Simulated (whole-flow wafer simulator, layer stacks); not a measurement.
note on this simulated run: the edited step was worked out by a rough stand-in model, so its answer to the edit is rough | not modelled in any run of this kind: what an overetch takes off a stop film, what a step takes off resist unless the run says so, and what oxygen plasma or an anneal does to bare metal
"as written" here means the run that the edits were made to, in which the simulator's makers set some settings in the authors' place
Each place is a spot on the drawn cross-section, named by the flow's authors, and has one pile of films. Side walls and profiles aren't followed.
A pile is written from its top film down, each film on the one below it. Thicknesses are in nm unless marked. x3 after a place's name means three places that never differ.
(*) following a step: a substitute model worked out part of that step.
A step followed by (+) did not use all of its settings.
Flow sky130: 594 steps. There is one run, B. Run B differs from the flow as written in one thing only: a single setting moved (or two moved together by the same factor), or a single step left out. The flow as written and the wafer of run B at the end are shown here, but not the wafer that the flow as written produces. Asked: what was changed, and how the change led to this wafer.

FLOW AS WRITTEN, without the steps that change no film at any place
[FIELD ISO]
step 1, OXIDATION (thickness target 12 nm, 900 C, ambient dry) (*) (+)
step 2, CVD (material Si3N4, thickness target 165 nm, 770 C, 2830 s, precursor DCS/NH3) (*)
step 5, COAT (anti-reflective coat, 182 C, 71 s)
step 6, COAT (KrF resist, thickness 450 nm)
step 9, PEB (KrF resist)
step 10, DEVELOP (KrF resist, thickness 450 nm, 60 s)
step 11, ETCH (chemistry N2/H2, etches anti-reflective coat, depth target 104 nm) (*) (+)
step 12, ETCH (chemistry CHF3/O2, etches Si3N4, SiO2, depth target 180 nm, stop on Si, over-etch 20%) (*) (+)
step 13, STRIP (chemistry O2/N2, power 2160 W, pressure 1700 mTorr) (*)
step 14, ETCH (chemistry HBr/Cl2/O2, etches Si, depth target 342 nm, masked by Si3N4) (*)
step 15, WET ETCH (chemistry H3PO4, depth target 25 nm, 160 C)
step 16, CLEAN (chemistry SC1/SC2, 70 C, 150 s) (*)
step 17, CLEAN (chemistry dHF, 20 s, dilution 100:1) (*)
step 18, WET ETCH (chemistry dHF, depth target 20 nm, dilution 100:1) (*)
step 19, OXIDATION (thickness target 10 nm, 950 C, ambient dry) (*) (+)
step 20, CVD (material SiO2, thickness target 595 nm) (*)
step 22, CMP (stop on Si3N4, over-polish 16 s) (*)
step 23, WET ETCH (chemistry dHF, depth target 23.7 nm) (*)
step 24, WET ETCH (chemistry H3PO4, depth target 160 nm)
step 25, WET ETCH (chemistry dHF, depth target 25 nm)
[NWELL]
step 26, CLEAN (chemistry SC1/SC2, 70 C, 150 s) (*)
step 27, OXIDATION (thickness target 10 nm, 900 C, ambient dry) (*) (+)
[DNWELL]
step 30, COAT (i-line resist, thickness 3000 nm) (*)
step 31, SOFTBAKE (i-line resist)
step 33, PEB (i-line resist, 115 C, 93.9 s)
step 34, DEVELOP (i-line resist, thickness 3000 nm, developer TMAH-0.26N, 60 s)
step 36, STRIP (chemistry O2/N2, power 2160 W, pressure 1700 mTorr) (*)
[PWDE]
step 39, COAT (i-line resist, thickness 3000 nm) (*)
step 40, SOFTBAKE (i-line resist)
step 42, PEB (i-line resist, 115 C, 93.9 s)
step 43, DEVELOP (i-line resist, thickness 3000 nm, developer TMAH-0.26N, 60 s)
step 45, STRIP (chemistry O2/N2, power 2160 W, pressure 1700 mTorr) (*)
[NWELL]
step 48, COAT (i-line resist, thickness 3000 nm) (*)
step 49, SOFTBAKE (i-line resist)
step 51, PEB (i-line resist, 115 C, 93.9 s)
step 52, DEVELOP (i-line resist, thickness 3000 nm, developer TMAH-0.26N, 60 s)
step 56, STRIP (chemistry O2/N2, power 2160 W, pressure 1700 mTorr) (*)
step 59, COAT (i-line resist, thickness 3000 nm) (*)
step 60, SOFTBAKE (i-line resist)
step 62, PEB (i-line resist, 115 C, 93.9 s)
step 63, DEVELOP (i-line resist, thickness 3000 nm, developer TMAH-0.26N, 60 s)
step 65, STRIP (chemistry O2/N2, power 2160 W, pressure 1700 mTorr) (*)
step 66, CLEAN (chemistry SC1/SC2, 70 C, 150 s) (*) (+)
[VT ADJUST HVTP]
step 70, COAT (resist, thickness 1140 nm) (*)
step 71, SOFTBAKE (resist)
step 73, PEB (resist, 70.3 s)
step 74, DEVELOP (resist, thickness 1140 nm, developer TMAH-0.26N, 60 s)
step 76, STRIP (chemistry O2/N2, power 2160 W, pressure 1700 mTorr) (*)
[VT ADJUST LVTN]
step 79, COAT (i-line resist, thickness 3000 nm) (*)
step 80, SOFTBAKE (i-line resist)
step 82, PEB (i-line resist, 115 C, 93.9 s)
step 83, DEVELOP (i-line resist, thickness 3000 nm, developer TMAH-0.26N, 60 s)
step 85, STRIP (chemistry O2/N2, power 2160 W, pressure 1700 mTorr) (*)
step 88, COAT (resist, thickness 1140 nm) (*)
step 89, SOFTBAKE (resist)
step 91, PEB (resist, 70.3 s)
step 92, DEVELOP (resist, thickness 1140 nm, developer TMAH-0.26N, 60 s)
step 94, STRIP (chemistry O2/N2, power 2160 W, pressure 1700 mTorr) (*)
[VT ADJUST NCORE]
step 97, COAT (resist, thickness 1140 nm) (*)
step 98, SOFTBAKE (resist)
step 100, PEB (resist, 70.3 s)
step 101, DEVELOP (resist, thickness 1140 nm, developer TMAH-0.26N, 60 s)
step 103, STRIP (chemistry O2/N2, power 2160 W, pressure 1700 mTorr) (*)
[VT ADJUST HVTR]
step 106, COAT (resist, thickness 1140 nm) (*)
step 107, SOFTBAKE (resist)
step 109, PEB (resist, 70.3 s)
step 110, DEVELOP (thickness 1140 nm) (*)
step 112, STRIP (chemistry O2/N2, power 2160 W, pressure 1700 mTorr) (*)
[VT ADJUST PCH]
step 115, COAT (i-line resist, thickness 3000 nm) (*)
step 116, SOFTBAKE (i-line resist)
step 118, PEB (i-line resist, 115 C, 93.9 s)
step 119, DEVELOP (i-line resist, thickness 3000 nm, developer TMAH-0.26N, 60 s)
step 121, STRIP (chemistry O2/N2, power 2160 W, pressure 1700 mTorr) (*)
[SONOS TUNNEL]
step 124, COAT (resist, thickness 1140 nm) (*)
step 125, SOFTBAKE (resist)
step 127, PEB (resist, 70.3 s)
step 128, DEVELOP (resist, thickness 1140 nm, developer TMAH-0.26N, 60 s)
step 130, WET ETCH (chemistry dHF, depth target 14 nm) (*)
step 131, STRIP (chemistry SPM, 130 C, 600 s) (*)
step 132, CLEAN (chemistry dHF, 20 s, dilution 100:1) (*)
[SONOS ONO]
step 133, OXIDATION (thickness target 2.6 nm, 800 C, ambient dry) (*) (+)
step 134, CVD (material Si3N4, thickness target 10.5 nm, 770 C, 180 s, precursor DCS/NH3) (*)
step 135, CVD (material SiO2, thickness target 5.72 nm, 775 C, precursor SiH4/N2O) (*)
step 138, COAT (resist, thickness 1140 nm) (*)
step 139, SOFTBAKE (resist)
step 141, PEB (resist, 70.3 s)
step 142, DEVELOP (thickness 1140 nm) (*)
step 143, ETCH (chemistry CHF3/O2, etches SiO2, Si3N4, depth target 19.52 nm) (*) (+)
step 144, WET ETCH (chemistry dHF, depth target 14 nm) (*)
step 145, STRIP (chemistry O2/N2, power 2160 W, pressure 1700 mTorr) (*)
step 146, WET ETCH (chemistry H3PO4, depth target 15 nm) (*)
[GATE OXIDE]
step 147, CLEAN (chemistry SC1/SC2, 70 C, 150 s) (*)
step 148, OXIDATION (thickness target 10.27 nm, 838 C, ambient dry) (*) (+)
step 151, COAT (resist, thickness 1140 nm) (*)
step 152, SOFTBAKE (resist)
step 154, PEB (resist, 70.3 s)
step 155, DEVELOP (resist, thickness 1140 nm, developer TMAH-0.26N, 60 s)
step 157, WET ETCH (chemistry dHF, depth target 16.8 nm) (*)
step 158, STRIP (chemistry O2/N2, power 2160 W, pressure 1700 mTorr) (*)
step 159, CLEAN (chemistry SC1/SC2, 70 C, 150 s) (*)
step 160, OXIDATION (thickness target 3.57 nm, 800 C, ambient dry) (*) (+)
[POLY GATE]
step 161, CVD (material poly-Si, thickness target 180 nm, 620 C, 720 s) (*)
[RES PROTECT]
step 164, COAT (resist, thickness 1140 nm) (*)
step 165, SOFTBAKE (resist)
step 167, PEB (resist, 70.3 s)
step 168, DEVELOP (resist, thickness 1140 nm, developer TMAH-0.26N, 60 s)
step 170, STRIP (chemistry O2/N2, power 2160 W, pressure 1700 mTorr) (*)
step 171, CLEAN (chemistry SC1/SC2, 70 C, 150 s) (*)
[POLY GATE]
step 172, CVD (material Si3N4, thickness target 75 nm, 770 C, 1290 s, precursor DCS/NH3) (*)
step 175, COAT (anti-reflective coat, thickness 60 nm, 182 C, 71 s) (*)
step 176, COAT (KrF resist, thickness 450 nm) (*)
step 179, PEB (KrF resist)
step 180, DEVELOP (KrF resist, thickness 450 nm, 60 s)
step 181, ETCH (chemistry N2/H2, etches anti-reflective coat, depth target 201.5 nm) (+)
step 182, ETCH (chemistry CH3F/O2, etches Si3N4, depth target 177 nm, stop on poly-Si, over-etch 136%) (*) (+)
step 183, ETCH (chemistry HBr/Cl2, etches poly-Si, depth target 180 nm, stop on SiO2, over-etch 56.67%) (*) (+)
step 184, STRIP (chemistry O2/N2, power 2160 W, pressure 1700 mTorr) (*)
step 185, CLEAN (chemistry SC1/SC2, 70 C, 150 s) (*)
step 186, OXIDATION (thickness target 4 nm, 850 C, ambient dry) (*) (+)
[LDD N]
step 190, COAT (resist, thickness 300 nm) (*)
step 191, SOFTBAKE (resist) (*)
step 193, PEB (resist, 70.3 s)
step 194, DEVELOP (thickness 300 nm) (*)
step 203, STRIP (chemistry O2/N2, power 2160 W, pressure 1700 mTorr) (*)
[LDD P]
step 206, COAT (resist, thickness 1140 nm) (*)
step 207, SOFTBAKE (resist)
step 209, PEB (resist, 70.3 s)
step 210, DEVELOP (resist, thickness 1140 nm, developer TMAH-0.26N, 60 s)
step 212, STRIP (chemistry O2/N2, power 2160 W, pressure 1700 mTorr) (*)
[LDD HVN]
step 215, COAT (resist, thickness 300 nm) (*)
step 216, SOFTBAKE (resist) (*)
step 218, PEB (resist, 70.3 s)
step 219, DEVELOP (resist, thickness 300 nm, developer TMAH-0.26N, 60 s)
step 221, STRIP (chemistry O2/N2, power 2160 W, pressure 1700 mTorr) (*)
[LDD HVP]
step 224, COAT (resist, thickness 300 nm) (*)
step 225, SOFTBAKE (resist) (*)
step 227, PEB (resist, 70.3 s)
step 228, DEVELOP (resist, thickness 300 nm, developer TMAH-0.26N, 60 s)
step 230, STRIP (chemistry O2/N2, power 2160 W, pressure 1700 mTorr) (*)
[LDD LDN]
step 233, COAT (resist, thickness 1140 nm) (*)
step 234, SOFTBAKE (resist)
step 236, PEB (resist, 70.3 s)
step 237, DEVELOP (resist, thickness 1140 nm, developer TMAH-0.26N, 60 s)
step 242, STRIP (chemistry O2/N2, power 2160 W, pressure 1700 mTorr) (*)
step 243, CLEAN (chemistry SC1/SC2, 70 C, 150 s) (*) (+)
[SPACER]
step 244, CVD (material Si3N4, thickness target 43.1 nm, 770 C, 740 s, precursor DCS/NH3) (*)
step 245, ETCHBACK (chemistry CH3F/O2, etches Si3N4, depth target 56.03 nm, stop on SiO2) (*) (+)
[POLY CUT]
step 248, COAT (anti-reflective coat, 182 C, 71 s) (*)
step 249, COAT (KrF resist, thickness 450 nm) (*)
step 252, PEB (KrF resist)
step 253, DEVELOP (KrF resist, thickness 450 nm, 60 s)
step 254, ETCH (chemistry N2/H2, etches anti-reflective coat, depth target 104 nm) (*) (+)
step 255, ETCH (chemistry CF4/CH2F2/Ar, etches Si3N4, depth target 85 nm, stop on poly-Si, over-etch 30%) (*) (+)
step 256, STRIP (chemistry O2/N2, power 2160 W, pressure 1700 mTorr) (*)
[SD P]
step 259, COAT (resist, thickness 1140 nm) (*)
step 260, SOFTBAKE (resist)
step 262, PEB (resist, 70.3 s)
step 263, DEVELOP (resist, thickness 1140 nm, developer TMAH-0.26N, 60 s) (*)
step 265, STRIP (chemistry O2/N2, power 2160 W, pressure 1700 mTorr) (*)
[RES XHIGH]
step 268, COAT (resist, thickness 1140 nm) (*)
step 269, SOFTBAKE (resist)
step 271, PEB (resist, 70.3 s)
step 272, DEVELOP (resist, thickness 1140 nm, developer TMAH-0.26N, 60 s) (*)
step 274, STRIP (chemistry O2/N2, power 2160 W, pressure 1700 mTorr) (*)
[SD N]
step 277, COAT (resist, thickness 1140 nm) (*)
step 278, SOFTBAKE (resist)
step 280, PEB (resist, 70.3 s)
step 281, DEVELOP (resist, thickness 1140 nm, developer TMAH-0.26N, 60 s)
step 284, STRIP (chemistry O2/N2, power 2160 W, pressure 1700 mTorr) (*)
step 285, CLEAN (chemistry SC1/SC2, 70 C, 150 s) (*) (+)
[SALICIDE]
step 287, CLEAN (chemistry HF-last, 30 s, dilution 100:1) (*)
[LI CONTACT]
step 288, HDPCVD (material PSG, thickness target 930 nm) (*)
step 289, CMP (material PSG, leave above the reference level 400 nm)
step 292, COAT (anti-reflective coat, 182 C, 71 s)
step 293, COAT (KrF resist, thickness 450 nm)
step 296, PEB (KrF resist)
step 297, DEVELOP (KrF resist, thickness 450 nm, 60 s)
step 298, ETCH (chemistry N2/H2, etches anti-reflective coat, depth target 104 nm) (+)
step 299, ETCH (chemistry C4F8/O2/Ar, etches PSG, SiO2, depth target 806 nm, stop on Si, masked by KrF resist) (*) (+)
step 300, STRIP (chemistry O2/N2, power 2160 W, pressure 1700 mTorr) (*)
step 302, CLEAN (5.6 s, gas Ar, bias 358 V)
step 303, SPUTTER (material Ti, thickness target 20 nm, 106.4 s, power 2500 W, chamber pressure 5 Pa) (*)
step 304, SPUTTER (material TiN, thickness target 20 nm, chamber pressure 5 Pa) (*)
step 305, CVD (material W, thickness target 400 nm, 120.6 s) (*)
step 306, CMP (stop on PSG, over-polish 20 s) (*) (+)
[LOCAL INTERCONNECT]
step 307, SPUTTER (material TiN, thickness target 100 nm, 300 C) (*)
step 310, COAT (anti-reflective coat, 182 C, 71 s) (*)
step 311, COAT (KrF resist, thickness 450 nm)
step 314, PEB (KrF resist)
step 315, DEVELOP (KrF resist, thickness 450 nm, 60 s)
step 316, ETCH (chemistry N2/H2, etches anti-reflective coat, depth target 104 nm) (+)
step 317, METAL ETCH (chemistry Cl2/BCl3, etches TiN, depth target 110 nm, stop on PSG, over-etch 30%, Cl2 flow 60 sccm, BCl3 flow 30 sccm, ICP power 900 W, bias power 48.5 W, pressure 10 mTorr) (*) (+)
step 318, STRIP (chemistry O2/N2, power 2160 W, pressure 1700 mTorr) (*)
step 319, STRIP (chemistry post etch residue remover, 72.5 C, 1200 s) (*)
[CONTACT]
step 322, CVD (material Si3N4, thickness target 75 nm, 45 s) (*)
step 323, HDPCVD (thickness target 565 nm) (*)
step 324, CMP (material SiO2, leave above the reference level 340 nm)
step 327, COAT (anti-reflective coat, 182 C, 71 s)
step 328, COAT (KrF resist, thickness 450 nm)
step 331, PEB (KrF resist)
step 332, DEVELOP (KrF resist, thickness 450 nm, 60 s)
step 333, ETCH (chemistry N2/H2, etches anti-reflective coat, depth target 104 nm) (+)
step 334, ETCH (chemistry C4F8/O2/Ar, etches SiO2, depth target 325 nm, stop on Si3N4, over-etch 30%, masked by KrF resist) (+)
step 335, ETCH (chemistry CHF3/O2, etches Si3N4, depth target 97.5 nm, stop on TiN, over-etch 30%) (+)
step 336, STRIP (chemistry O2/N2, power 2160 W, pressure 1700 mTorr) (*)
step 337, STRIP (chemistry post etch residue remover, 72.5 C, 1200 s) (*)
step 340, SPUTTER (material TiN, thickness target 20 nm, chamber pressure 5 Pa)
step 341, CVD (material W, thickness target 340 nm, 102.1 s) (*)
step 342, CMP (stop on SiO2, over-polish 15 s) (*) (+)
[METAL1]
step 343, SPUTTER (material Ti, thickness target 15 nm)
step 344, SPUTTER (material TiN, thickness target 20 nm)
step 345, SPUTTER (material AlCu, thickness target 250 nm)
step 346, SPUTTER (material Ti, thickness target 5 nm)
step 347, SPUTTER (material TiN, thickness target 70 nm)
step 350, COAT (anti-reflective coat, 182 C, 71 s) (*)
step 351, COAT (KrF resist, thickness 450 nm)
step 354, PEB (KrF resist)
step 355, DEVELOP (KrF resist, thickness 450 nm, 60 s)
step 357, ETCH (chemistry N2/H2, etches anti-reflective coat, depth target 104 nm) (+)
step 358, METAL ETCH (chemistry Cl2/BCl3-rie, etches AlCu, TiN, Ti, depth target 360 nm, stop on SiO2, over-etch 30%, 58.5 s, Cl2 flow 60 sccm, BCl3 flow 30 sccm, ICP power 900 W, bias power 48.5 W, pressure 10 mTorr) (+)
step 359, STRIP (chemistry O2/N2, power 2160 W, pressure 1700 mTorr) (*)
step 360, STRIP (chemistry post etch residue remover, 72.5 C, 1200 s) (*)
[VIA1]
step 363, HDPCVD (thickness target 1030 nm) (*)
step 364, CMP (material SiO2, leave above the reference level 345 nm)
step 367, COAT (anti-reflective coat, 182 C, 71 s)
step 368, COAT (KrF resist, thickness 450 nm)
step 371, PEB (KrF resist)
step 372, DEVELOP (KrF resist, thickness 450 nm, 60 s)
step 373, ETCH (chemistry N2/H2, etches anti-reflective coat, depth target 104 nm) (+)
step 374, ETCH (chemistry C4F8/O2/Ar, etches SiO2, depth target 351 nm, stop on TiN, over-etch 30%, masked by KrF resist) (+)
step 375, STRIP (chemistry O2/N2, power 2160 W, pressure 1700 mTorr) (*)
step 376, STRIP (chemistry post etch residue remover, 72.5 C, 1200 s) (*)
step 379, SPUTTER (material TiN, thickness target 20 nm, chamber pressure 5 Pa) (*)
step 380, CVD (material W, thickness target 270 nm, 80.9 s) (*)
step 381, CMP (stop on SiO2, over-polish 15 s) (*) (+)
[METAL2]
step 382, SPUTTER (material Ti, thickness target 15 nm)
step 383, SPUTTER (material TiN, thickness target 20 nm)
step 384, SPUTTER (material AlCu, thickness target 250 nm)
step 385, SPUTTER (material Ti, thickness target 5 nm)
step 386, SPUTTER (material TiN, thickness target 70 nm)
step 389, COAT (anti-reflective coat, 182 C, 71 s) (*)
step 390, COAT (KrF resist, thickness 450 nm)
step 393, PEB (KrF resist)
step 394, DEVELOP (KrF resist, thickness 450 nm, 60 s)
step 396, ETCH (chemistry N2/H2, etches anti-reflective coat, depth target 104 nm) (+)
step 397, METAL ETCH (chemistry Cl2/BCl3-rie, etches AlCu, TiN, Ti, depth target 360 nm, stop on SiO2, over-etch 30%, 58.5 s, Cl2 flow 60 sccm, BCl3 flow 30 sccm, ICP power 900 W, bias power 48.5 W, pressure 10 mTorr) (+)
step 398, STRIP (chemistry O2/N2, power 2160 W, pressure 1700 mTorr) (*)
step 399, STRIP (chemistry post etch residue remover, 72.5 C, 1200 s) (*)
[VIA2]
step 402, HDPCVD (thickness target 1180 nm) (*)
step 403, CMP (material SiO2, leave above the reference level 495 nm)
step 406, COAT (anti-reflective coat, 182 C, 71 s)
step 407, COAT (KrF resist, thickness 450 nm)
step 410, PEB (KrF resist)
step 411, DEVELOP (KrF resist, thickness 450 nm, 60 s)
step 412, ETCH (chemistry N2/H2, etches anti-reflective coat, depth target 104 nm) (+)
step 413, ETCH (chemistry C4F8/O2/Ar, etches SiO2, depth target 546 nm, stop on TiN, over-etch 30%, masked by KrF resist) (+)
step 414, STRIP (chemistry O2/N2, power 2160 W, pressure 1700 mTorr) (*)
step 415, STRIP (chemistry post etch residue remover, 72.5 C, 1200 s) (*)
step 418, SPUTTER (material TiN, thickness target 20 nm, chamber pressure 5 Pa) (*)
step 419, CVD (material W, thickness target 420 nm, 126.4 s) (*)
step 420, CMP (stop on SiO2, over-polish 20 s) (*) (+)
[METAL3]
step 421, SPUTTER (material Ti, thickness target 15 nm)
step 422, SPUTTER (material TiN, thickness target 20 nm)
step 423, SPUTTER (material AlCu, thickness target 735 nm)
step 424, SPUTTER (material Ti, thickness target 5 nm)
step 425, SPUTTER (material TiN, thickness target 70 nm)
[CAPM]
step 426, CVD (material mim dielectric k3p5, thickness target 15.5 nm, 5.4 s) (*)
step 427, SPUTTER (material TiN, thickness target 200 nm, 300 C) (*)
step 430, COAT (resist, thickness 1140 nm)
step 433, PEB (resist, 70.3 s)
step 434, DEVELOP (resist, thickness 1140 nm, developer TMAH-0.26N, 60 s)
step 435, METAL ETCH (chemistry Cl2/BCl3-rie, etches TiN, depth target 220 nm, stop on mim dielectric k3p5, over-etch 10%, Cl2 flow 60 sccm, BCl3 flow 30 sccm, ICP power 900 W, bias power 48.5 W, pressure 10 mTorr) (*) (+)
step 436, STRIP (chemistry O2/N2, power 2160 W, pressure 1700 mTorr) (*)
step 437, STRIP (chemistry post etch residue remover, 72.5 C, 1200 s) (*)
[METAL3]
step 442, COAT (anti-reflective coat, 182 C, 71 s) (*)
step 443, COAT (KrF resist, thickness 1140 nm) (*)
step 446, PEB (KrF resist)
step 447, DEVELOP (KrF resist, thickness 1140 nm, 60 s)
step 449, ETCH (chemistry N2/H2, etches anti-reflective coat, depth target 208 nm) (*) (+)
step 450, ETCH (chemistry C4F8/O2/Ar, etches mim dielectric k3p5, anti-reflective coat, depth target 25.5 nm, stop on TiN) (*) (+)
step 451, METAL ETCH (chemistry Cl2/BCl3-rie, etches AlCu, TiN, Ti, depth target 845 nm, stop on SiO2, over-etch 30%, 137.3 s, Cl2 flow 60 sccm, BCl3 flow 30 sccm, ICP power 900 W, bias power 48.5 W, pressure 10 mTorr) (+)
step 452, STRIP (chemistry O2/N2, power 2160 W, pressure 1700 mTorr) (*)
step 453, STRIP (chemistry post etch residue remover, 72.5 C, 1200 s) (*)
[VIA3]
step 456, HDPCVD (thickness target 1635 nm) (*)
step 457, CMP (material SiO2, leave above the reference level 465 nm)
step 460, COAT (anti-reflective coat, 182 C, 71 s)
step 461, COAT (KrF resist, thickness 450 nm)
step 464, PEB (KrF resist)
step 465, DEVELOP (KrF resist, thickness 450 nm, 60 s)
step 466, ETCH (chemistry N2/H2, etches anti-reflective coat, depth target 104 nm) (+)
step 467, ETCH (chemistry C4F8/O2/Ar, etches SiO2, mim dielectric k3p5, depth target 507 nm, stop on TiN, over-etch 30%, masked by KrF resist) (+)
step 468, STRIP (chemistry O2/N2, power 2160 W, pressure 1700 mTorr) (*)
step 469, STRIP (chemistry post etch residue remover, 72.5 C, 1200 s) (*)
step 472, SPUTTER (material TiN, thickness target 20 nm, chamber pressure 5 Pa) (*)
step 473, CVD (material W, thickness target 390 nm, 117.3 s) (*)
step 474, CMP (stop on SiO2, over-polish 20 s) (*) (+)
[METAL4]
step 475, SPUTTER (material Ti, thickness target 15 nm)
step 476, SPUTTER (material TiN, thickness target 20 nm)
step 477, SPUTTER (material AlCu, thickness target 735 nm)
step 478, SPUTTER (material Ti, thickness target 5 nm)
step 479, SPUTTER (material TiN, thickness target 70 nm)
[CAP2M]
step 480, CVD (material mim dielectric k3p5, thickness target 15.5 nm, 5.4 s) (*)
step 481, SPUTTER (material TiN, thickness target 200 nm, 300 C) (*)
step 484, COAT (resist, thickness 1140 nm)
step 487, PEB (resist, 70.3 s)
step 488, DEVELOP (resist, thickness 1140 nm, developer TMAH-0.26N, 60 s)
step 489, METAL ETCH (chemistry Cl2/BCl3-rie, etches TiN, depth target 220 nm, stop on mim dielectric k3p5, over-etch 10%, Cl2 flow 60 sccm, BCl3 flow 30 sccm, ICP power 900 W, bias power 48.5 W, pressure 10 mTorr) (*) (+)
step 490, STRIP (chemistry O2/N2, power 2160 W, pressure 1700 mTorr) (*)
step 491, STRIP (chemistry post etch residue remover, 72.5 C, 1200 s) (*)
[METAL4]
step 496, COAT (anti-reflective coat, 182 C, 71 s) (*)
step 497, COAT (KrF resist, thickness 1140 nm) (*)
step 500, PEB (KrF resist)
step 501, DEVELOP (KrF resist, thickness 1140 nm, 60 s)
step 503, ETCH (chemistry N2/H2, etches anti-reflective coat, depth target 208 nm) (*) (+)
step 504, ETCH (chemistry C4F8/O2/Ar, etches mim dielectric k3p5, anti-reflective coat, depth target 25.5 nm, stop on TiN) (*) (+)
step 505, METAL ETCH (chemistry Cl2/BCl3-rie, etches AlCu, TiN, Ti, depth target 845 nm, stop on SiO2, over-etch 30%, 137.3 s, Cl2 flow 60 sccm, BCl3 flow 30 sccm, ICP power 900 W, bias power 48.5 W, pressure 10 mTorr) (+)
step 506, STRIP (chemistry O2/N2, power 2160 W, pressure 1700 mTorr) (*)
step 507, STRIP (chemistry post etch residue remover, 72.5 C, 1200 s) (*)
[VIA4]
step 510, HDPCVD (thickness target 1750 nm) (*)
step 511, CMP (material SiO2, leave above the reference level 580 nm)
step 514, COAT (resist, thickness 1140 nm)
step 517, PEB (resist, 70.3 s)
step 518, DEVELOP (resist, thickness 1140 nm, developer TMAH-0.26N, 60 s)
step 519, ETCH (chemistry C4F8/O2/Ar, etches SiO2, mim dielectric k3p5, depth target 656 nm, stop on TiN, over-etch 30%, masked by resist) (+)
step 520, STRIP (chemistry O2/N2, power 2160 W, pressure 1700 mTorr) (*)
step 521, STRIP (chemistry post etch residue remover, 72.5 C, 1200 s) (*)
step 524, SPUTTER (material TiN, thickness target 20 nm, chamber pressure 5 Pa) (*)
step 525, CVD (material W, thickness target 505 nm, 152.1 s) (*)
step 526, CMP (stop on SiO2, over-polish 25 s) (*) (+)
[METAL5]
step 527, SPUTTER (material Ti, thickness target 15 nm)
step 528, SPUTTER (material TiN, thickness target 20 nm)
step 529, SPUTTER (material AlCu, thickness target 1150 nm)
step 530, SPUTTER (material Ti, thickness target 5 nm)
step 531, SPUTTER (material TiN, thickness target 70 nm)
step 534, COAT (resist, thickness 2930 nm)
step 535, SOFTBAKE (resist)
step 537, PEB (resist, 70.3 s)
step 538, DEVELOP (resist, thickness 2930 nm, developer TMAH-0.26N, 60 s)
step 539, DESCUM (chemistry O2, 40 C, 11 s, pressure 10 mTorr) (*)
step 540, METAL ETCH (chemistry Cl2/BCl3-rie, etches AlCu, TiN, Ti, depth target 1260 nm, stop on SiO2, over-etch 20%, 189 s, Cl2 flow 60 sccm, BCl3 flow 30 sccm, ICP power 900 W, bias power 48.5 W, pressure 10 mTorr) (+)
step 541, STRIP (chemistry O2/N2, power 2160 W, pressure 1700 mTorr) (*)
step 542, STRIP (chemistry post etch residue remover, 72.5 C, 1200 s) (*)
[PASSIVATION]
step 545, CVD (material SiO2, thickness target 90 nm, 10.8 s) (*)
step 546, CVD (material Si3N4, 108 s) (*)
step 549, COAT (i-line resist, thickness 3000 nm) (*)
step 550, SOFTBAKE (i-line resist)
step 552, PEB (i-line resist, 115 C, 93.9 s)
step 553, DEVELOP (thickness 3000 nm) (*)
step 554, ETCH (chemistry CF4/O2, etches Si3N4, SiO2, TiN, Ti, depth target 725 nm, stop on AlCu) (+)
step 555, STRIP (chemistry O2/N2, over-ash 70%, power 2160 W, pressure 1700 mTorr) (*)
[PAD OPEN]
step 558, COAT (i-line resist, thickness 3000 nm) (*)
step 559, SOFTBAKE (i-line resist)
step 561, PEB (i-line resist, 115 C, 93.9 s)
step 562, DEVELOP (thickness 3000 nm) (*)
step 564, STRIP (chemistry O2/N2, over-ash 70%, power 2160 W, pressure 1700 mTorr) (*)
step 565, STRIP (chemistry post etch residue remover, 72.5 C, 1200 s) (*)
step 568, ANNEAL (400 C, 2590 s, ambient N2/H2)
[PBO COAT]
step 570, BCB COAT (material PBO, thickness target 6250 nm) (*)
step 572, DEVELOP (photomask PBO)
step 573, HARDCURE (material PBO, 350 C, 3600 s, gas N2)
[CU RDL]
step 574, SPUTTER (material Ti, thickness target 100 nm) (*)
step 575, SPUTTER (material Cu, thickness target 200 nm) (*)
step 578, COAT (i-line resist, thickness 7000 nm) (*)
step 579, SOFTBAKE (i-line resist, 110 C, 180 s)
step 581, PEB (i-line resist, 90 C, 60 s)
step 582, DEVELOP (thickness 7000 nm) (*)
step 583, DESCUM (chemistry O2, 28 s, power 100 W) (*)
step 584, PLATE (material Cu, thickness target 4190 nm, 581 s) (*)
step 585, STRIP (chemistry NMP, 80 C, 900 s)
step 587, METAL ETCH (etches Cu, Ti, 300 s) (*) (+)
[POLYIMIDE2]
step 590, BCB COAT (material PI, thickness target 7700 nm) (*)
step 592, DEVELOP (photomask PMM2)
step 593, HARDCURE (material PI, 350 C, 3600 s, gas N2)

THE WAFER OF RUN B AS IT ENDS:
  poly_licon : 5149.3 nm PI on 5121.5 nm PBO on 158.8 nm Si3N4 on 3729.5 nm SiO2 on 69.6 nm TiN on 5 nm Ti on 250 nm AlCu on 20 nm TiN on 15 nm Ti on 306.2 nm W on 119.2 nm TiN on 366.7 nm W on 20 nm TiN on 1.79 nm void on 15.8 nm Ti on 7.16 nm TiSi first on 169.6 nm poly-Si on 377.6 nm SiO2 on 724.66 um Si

The reason: step 341, CVD: thickness target 306 nm was run, while the flow as written has thickness target 340 nm; step 341, CVD: 91.91 s was run, where the flow has 102.1 s.

Step by step, how the change led to this:
  step 341, CVD (material W, thickness target 340 nm, 102.1 s) (*)
      field, active, n_well and 185 more: +306.2 W (new film) (as written it would have been: +340 W (new film))
      ndiff_licon_cpp, rpo_hd_licon: +656.7 W (new film) (as written it would have been: +690.5 W (new film))
      (as well as at 1 more place)
  step 342, CMP (stop on SiO2, over-polish 15 s) (*) (+)
      poly_licon: nothing (as written it would have been: -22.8 W)
      field, active, n_well and 184 more: -306.2 W (all of it), -20 TiN (all of it), -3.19 SiO2 (as written it would have been: -340 W (all of it), -20 TiN (all of it), -3.19 SiO2)
      (as well as at 3 more places)
  step 350, COAT (anti-reflective coat, 182 C, 71 s) (*)
      poly_licon: +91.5 anti-reflective coat (new film) (as written it would have been: +80.5 anti-reflective coat (new film))
  step 359, STRIP (chemistry O2/N2, power 2160 W, pressure 1700 mTorr) (*)
      poly_licon: -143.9 KrF resist (all of it), -91.5 anti-reflective coat (all of it) (as written it would have been: -143.9 KrF resist (all of it), -80.5 anti-reflective coat (all of it))
